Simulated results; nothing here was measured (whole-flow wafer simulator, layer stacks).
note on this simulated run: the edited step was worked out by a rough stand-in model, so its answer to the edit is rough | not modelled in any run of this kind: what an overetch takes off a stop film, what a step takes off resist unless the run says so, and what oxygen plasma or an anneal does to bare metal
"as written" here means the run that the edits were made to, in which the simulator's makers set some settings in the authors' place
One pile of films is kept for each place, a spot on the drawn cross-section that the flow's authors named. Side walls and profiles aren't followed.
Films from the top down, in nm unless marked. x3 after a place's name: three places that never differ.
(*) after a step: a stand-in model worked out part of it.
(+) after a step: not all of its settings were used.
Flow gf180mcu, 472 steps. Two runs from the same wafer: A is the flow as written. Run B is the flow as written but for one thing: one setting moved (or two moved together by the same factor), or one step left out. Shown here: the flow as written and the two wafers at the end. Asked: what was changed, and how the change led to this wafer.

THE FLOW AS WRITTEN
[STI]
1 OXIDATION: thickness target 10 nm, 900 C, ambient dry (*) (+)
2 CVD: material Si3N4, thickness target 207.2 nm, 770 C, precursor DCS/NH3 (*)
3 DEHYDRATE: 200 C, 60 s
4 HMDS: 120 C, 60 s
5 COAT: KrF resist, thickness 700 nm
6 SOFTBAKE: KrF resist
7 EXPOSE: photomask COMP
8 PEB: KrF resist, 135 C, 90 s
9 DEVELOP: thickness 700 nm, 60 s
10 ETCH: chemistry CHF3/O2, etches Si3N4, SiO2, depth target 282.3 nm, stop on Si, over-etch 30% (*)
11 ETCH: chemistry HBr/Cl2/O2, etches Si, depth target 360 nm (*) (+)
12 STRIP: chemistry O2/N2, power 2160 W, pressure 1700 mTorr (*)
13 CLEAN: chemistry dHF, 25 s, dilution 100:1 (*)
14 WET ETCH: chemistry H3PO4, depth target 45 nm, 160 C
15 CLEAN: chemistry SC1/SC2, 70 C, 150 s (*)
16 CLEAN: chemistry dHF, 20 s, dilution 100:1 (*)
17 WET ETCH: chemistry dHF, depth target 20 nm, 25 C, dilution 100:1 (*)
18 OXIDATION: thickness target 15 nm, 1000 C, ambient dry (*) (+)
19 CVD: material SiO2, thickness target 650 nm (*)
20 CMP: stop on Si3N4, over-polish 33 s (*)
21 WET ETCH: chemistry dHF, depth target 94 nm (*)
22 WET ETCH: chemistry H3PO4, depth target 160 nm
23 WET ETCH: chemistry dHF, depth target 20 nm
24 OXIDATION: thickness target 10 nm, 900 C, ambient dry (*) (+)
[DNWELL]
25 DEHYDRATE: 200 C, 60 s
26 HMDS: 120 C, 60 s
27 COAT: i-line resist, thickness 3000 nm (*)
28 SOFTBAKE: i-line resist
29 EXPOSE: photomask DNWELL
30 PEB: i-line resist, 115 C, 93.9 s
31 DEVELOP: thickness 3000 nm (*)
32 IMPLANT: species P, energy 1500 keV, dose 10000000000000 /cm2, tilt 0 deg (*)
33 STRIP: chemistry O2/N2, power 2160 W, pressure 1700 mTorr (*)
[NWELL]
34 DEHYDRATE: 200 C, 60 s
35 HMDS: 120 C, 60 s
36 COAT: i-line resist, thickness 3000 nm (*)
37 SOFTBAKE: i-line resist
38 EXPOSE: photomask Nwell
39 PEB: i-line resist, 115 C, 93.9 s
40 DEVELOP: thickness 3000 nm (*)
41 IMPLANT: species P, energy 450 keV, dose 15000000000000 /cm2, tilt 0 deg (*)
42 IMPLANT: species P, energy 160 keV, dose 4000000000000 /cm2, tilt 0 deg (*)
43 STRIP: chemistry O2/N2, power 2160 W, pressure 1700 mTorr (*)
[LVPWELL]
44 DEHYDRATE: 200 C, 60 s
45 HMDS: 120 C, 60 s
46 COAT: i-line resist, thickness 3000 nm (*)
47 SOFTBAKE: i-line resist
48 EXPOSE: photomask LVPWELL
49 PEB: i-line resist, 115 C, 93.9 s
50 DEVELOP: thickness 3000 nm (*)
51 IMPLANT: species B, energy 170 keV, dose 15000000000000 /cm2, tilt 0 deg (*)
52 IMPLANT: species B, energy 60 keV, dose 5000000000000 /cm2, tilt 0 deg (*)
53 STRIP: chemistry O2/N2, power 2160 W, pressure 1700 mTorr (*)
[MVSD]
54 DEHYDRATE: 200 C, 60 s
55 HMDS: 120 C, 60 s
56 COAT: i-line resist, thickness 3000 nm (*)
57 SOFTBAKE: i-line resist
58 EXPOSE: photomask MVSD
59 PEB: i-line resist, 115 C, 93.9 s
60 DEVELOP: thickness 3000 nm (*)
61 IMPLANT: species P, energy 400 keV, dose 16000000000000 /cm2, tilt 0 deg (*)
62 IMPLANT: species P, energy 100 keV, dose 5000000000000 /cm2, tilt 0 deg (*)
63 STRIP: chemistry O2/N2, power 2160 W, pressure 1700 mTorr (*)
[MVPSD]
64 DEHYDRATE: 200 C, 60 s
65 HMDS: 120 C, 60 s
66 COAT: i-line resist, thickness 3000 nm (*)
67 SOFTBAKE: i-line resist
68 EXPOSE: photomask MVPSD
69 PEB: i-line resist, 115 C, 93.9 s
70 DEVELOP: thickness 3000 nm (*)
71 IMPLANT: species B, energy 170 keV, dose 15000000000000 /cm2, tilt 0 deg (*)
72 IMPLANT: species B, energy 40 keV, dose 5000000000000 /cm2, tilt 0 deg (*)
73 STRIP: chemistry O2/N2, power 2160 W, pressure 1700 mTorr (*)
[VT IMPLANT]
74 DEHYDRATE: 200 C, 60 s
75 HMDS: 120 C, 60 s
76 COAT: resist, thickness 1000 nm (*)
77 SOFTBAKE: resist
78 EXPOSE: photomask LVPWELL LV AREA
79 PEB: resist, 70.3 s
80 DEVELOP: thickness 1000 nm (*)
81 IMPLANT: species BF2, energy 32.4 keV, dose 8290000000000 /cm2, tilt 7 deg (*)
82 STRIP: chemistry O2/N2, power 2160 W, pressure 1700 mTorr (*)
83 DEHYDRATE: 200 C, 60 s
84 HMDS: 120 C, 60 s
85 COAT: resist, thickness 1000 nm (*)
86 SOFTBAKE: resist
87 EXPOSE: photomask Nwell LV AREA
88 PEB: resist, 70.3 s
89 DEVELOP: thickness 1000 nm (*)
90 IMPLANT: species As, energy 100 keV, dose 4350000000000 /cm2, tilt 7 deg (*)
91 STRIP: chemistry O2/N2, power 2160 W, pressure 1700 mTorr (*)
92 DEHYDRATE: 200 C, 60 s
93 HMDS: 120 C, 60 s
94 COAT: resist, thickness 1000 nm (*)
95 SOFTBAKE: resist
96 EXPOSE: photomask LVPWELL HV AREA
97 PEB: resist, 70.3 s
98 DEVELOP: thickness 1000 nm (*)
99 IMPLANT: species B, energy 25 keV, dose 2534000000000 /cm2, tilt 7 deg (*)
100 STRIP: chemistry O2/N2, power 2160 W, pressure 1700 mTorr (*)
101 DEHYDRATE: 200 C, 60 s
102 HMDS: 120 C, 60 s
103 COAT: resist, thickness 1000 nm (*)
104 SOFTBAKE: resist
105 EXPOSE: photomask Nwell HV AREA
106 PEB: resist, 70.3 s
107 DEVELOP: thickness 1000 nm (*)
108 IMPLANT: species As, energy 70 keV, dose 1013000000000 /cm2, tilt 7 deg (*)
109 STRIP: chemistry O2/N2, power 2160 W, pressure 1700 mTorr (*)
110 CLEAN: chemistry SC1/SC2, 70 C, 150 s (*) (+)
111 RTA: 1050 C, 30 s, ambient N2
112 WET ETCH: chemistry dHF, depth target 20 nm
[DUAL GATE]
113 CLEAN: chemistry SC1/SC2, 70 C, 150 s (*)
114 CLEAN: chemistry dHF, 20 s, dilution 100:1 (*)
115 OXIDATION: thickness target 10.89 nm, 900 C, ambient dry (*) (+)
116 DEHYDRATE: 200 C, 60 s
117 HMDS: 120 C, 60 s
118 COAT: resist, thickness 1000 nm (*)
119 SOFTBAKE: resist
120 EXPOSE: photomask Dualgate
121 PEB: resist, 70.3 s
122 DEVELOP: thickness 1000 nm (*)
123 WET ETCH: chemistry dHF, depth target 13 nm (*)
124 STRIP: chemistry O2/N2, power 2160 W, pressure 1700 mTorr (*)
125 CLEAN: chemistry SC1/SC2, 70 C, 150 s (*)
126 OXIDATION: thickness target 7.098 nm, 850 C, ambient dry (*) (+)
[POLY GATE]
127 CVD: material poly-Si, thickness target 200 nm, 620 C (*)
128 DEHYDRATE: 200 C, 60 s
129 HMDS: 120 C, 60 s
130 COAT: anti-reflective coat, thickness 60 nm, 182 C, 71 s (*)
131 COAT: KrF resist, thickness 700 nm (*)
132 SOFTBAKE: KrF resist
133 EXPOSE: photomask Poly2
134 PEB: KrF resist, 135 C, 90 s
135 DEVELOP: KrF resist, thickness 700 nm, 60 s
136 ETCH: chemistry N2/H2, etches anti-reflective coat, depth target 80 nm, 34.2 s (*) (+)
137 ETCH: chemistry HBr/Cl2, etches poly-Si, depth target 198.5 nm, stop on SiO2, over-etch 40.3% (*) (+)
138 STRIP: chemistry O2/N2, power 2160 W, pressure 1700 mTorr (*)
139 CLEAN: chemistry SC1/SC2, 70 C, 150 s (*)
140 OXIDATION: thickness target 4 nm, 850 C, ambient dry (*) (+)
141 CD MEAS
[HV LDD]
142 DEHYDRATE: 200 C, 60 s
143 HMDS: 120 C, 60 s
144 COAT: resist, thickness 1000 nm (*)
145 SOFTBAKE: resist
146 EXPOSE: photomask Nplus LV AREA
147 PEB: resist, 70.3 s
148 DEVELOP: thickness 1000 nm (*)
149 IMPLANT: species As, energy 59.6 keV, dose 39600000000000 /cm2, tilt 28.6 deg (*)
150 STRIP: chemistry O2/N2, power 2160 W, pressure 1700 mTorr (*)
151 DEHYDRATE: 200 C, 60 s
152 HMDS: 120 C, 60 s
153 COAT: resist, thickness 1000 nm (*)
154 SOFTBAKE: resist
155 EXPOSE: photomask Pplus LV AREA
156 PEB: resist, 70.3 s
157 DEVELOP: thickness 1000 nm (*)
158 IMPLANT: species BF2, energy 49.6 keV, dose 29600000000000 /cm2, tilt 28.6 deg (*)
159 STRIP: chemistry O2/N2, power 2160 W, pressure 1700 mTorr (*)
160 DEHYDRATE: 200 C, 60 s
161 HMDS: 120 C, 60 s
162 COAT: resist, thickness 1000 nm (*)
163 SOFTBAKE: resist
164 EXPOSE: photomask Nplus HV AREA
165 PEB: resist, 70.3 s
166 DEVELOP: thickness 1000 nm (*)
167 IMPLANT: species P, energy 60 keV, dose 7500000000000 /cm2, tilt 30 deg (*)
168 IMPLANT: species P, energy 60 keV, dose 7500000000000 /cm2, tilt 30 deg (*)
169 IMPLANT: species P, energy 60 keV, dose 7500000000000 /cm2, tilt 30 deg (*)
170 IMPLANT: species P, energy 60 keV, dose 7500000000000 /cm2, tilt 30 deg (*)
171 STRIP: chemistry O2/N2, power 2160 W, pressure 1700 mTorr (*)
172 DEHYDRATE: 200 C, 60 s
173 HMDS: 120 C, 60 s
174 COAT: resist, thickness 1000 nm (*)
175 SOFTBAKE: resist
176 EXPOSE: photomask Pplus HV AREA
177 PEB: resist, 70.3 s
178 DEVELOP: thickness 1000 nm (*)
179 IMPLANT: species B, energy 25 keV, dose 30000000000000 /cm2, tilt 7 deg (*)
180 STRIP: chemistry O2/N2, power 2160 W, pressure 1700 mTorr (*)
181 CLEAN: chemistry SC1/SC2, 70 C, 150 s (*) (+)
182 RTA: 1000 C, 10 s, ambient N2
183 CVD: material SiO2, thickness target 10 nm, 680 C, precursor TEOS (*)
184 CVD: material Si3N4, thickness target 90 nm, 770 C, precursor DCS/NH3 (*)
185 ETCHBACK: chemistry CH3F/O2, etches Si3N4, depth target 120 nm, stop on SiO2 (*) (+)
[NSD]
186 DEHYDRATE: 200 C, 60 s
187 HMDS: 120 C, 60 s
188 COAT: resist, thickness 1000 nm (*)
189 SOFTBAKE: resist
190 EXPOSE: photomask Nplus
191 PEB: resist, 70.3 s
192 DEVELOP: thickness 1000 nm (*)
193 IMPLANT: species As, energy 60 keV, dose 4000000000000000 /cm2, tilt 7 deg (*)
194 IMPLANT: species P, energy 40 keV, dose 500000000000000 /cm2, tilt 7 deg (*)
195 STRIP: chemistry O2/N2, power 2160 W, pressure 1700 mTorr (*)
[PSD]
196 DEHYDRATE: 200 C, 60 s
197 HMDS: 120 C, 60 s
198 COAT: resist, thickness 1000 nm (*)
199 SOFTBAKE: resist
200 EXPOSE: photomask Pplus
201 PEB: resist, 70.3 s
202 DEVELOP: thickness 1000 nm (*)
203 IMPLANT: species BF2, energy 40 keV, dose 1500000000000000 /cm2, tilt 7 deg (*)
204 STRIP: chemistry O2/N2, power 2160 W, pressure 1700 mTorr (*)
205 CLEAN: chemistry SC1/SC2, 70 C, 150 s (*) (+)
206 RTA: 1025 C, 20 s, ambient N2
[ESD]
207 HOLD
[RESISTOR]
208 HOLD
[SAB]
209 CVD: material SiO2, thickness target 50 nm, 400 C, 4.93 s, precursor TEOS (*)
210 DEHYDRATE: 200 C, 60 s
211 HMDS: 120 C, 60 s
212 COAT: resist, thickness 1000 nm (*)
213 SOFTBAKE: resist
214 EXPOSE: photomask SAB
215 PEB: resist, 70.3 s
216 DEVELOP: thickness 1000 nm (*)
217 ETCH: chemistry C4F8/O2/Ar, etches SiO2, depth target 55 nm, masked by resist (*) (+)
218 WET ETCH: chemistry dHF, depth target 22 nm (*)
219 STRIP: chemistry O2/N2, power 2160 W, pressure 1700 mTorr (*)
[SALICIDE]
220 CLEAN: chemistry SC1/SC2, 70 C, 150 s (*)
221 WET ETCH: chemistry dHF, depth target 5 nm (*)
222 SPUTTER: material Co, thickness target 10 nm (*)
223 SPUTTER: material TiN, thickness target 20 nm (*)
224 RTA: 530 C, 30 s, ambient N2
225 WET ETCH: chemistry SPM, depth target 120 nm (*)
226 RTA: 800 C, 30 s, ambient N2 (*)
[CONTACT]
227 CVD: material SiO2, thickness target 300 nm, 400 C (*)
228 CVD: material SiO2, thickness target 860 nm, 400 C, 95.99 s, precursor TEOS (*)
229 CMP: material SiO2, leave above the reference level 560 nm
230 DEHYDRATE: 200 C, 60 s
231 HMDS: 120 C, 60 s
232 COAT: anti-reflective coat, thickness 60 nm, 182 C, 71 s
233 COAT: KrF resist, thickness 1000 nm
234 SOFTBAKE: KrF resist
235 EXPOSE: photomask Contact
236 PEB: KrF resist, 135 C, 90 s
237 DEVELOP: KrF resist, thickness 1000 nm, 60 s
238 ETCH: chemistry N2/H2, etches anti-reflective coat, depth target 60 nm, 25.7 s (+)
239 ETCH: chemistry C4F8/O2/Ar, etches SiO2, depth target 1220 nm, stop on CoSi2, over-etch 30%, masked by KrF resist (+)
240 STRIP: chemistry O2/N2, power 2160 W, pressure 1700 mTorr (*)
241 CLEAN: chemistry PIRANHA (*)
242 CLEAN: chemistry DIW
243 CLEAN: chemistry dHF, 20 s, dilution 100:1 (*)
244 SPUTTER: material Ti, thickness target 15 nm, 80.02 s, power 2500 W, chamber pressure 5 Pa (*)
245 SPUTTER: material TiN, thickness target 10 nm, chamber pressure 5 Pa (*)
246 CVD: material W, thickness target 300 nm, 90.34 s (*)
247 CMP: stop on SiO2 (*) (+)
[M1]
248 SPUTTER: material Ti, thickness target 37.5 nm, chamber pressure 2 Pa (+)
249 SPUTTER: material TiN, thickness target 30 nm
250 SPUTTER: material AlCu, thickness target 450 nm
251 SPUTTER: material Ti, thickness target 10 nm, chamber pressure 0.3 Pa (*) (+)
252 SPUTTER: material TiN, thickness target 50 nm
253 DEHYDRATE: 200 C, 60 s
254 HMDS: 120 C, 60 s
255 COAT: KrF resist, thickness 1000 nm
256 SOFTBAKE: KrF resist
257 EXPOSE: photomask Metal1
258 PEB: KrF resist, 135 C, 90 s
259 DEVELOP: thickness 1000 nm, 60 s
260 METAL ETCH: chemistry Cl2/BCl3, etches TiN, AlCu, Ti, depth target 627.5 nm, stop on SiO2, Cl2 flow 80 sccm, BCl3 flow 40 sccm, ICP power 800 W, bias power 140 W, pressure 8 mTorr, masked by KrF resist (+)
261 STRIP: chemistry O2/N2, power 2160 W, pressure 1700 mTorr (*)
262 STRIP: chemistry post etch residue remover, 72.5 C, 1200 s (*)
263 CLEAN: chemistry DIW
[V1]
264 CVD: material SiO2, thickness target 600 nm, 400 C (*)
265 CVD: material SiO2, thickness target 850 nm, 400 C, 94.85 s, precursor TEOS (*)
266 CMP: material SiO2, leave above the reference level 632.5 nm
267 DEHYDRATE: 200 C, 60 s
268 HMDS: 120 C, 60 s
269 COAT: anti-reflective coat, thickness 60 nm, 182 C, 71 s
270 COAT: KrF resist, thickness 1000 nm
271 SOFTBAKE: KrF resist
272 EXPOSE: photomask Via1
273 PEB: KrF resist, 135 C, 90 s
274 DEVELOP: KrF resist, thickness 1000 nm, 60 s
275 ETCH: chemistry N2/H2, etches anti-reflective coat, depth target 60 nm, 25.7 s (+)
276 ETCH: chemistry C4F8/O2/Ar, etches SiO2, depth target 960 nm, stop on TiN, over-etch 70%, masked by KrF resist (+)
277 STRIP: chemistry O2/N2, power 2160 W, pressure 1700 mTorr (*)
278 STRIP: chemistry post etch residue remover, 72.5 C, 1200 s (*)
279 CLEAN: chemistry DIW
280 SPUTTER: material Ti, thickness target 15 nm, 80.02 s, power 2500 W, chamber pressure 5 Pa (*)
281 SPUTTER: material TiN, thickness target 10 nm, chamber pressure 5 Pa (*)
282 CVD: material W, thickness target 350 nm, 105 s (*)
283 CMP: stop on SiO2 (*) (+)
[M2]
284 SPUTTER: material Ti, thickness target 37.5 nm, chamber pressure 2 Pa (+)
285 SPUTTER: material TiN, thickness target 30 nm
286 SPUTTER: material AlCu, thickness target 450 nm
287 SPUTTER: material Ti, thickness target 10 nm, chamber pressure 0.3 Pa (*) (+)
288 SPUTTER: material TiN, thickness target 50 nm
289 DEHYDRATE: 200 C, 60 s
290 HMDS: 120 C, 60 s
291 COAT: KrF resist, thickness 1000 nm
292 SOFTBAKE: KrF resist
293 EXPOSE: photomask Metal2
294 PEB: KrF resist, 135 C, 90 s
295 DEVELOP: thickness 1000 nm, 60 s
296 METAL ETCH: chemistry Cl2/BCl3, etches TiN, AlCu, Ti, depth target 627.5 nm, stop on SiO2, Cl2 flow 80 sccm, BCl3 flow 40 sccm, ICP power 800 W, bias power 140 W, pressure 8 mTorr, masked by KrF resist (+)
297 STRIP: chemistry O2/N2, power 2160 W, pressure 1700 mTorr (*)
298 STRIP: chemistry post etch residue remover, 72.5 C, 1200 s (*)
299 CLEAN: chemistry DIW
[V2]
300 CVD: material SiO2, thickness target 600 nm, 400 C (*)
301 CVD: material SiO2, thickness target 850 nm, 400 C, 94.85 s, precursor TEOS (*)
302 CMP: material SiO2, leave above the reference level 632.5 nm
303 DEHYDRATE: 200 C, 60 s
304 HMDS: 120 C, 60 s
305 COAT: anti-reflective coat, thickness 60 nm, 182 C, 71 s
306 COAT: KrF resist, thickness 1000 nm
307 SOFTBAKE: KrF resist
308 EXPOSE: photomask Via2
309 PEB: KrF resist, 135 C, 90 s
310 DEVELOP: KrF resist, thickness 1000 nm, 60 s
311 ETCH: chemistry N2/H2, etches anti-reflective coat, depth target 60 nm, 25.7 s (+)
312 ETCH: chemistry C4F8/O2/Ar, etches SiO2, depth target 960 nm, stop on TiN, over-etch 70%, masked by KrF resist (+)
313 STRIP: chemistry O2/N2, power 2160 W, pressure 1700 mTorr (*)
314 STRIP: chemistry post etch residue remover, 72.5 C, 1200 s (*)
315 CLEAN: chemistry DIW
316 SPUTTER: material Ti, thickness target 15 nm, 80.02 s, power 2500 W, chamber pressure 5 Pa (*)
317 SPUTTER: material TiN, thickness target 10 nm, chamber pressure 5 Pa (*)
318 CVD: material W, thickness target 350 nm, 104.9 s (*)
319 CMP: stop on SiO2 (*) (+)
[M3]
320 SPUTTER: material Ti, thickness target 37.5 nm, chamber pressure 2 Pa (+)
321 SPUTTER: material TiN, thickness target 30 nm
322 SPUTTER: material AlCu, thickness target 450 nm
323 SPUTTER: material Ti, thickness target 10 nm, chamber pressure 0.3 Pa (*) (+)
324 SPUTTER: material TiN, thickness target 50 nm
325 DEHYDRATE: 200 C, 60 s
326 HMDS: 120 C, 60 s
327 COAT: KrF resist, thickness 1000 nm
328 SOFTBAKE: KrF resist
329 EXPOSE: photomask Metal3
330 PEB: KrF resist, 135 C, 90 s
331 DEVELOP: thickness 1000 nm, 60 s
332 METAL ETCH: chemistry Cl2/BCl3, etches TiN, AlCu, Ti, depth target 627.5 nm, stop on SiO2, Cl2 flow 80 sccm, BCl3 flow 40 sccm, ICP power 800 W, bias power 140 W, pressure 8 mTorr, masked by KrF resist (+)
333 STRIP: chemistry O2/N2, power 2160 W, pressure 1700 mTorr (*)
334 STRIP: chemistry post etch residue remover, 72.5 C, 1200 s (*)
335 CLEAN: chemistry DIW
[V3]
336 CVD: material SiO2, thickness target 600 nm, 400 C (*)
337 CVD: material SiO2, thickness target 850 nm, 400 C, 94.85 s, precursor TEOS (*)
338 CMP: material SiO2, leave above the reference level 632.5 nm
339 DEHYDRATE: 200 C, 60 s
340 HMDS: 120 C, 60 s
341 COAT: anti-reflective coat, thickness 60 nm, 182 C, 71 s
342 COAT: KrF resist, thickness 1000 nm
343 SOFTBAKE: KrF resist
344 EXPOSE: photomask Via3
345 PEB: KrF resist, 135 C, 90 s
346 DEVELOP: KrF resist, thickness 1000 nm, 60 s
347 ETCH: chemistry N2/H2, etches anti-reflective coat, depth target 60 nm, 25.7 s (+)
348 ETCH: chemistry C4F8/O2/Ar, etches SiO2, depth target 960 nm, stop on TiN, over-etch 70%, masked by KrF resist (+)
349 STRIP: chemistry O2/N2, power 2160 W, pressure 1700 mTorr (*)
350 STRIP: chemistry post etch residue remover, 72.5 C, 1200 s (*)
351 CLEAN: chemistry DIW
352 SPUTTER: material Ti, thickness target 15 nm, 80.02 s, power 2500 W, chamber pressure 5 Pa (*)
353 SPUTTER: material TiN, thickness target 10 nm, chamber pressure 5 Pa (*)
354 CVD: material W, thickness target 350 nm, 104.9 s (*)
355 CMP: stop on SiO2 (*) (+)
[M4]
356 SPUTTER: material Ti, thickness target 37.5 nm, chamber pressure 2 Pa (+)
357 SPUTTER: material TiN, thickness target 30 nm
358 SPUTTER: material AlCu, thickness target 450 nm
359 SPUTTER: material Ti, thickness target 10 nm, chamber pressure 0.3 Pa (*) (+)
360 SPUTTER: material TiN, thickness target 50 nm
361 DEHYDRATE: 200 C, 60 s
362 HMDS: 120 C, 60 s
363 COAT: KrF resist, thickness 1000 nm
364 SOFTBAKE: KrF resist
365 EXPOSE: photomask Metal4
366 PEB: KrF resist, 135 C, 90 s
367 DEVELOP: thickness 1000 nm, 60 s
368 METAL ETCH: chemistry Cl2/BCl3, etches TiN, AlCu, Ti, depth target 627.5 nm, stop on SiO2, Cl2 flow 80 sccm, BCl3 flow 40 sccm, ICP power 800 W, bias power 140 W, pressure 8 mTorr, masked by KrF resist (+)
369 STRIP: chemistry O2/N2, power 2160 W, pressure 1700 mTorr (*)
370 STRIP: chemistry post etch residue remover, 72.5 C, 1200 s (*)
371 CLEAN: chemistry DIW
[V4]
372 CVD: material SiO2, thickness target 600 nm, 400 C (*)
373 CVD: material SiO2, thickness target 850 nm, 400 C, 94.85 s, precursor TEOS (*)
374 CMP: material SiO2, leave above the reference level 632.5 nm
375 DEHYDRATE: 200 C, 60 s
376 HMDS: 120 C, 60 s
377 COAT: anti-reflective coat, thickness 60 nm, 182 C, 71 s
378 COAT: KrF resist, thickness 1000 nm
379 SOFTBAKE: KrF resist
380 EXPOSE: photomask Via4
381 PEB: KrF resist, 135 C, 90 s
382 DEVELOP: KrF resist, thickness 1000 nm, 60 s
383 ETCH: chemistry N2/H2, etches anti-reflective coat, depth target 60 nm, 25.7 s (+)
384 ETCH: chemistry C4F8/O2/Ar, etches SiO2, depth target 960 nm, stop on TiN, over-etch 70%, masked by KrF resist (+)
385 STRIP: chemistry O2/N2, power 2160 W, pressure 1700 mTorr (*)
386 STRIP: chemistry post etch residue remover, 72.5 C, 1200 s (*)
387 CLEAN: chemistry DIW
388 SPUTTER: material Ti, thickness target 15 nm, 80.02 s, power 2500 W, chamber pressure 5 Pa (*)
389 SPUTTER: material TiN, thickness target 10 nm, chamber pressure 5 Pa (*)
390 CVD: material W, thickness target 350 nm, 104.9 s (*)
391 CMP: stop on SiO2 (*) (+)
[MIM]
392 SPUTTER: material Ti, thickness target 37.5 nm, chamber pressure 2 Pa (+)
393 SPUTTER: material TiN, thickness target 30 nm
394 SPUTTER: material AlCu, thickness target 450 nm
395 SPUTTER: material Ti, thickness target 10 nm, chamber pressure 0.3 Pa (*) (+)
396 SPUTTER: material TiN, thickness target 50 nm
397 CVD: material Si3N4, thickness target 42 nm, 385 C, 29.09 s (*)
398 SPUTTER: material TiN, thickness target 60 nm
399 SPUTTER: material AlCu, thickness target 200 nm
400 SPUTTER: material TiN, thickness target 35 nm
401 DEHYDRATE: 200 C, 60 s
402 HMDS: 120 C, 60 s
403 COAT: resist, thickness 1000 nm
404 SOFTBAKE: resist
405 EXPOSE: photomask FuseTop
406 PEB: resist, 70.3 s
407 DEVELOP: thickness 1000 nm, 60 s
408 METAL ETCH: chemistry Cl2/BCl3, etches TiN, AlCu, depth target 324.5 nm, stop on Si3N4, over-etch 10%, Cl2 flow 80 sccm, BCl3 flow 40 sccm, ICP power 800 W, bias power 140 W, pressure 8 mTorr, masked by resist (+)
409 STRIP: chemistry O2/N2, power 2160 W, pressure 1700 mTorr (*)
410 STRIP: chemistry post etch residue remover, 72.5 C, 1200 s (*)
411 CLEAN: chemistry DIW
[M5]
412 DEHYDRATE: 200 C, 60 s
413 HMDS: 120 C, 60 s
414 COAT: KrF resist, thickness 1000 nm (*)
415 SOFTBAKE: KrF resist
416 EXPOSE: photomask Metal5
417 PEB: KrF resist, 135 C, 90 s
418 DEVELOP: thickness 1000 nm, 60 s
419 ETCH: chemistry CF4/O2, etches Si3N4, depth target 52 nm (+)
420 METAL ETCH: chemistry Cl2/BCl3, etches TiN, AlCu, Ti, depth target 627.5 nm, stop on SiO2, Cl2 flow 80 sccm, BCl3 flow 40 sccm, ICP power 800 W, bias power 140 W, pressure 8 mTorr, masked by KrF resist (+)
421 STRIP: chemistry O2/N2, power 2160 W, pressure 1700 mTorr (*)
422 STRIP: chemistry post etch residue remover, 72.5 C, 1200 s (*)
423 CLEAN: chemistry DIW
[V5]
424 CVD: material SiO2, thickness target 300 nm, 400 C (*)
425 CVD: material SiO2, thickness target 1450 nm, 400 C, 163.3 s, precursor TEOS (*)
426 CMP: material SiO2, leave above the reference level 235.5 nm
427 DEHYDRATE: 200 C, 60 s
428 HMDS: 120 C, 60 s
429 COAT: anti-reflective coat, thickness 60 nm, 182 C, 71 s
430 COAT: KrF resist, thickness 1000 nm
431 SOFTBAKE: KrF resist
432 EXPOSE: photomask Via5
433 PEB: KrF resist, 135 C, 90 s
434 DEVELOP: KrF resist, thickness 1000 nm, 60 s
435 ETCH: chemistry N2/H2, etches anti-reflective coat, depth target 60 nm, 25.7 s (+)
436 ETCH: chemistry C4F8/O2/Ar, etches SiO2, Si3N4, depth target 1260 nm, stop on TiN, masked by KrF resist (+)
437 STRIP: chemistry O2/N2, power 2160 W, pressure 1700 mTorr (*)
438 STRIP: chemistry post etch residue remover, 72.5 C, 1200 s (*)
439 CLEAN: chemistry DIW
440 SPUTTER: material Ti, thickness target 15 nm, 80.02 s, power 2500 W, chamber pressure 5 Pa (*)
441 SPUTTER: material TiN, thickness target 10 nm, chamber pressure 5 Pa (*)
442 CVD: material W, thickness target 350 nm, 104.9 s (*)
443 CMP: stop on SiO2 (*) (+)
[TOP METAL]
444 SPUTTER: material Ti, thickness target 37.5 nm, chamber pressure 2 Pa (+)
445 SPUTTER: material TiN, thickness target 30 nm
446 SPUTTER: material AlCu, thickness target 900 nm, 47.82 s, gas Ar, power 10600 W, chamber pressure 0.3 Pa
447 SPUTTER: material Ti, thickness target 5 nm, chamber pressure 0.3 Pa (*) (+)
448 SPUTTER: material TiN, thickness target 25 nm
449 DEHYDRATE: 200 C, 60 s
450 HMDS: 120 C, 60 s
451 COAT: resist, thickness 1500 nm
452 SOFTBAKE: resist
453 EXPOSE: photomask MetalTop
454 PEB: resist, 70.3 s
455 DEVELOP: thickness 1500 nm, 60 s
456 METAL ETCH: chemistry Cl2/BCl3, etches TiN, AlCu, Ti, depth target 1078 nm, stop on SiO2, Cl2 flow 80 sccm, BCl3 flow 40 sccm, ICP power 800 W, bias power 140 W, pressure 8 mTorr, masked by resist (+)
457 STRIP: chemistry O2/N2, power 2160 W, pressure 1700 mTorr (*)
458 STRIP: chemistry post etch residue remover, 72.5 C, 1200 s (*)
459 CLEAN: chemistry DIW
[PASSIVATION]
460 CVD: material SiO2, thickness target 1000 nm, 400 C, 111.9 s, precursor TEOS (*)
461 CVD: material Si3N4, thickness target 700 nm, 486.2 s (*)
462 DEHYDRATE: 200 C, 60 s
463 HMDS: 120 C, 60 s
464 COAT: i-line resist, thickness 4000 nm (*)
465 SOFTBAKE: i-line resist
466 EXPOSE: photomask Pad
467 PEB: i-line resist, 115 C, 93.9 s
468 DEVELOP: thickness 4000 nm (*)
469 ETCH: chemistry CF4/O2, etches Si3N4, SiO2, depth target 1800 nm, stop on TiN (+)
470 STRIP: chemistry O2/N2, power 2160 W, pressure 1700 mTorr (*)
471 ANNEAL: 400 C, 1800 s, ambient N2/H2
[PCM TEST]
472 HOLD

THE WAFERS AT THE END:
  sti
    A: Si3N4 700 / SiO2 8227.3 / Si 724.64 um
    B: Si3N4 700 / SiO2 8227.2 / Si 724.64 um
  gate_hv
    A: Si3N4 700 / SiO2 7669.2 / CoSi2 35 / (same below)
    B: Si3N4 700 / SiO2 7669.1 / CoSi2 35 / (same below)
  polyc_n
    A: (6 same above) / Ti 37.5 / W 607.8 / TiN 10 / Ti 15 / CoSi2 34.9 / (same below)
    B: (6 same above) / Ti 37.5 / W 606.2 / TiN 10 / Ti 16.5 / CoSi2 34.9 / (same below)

The cause: step 244, SPUTTER: 88.02 s was run, where the flow has 80.02 s.

How the change led to this, step by step:
  244 SPUTTER: material Ti, thickness target 15 nm, 80.02 s, power 2500 W, chamber pressure 5 Pa (*)
      field, field__w1, field__w2 and 107 more: A Ti +15 (new film) | B Ti +16.5 (new film)
      contact: A Ti +8.55 (new film) | B Ti +9.41 (new film)
  247 CMP: stop on SiO2 (*) (+)
      field, field__w1, field__w2 and 105 more: A W -300 (all of it), TiN -10 (all of it), Ti -15 (all of it), SiO2 -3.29 | B W -300 (all of it), TiN -10 (all of it), Ti -16.5 (all of it), SiO2 -3.31
